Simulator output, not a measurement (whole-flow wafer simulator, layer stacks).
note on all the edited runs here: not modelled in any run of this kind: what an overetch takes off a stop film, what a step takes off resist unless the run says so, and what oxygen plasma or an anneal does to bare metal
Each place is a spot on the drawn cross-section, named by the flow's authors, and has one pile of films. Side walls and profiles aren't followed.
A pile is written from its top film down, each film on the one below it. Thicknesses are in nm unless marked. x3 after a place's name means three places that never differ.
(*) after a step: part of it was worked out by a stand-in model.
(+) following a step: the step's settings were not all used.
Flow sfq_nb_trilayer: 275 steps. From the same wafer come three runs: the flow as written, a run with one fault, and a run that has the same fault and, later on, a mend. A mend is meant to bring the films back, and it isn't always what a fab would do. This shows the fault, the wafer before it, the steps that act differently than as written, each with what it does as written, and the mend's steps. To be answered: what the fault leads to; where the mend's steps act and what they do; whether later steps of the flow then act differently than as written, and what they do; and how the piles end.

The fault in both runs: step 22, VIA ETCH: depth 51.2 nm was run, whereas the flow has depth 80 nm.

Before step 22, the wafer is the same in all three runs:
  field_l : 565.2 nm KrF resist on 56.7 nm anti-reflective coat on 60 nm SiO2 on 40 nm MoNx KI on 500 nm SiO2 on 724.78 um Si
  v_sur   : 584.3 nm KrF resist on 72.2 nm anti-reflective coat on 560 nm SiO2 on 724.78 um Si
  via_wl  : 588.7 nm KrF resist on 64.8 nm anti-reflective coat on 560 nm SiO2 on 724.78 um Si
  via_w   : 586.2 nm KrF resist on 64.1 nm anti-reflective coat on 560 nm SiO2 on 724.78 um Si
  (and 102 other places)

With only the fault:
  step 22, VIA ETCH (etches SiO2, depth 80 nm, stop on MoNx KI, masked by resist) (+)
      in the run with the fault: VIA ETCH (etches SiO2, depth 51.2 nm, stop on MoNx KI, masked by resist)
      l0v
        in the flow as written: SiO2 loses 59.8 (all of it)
        in the run with the fault: SiO2 loses 51.2
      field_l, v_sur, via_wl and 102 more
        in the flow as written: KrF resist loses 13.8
        in the run with the fault: KrF resist loses 8.83
  Later steps of the flow acting differently than as written (5 more steps, not shown, differ only slightly: by at most 2% or 0.5 nm, whichever is larger):
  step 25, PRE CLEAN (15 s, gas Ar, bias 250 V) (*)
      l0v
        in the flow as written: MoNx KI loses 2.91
        in the run with the fault: SiO2 loses 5
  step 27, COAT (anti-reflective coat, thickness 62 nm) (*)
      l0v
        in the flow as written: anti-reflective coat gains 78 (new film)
        in the run with the fault: anti-reflective coat gains 75.9 (new film)
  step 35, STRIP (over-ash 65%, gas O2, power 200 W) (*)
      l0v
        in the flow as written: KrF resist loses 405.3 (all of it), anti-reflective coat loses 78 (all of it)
        in the run with the fault: KrF resist loses 401.2 (all of it), anti-reflective coat loses 75.9 (all of it)
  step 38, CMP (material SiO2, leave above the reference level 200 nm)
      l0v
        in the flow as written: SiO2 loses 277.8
        in the run with the fault: SiO2 loses 285.4
  The piles end different from the flow's at l0v by more than 2% or 0.5 nm, whichever is larger.
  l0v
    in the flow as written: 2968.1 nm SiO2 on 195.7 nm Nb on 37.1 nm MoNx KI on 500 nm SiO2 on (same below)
    in the run with the fault: 2960.4 nm SiO2 on 196.8 nm Nb on 3.65 nm SiO2 on 40 nm MoNx KI on 500 nm SiO2 on (same below)

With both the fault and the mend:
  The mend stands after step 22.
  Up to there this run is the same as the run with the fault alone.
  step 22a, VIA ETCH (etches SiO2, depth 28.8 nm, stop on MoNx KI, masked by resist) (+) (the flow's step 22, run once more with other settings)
      field_l, v_sur, via_wl and 102 more
        KrF resist loses 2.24
      l0v
        SiO2 loses 8.65 (all of it)
  None of the later steps of the flow differs from how it acts as written, at any place that is followed, by more than 2% or 0.5 nm, whichever is larger.
  At every place that both follow, the piles at the end match the flow's.
